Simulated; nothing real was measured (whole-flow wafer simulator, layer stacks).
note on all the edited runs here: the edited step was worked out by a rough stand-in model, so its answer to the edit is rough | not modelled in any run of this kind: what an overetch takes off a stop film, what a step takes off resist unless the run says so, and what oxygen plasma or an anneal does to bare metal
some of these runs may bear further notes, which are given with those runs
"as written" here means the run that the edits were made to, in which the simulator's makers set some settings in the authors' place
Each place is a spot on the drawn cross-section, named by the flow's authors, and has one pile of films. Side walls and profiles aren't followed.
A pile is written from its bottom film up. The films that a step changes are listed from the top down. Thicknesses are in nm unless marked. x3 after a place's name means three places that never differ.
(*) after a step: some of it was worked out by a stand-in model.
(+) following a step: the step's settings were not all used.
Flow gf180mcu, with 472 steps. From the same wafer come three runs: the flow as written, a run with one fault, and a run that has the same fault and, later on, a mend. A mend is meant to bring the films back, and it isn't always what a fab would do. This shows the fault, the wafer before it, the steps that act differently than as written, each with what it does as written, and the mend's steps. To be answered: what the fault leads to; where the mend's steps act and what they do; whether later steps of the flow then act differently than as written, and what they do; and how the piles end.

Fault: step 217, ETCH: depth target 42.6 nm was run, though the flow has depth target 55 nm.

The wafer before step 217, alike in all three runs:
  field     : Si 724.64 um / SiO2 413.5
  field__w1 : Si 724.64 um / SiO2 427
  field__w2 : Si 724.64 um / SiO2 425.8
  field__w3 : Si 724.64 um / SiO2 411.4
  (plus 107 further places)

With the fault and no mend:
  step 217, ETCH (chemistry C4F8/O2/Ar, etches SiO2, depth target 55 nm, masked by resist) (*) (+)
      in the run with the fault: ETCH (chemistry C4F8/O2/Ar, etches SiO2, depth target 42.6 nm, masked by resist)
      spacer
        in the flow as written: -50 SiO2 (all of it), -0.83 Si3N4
        in the run with the fault: -42.6 SiO2
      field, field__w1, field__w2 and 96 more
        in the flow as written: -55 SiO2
        in the run with the fault: -42.6 SiO2
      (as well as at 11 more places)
  Steps later in the flow that act otherwise than as written (6 more steps, not shown, differ only slightly: by at most 2% or 0.5 nm, whichever is larger):
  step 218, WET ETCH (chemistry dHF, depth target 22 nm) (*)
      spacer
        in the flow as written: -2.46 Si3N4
        in the run with the fault: -7.4 SiO2 (all of it), -2.96 Si3N4
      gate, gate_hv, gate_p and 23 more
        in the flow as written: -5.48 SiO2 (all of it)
        in the run with the fault: -17.9 SiO2 (all of it)
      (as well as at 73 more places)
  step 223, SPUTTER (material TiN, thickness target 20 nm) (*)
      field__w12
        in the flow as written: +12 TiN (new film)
        in the run with the fault: +12.7 TiN (new film)
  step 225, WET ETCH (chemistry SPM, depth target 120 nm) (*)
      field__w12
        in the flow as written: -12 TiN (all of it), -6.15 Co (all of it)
        in the run with the fault: -12.7 TiN (all of it), -6.42 Co (all of it)
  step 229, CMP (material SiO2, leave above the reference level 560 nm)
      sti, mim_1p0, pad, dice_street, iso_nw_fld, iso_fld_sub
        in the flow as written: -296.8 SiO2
        in the run with the fault: -303.1 SiO2
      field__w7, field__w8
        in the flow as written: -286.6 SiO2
        in the run with the fault: -292.9 SiO2
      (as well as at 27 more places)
  The piles end only slightly different from the flow's at the places that both follow, by no more than 2% or 0.5 nm, whichever is larger.

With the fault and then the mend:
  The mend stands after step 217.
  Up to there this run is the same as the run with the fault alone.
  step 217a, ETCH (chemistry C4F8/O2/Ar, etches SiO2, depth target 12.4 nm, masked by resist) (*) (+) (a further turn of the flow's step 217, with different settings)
      field, field__w1, field__w2 and 96 more
        -12.4 SiO2
      field__w5, field__w9, field__w13 and 8 more
        -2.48 resist
      spacer
        -7.4 SiO2 (all of it), -0.83 Si3N4
  Later steps of the flow that are run all act as written at every place that is followed.
  At every place that both follow, the piles at the end match the flow's.
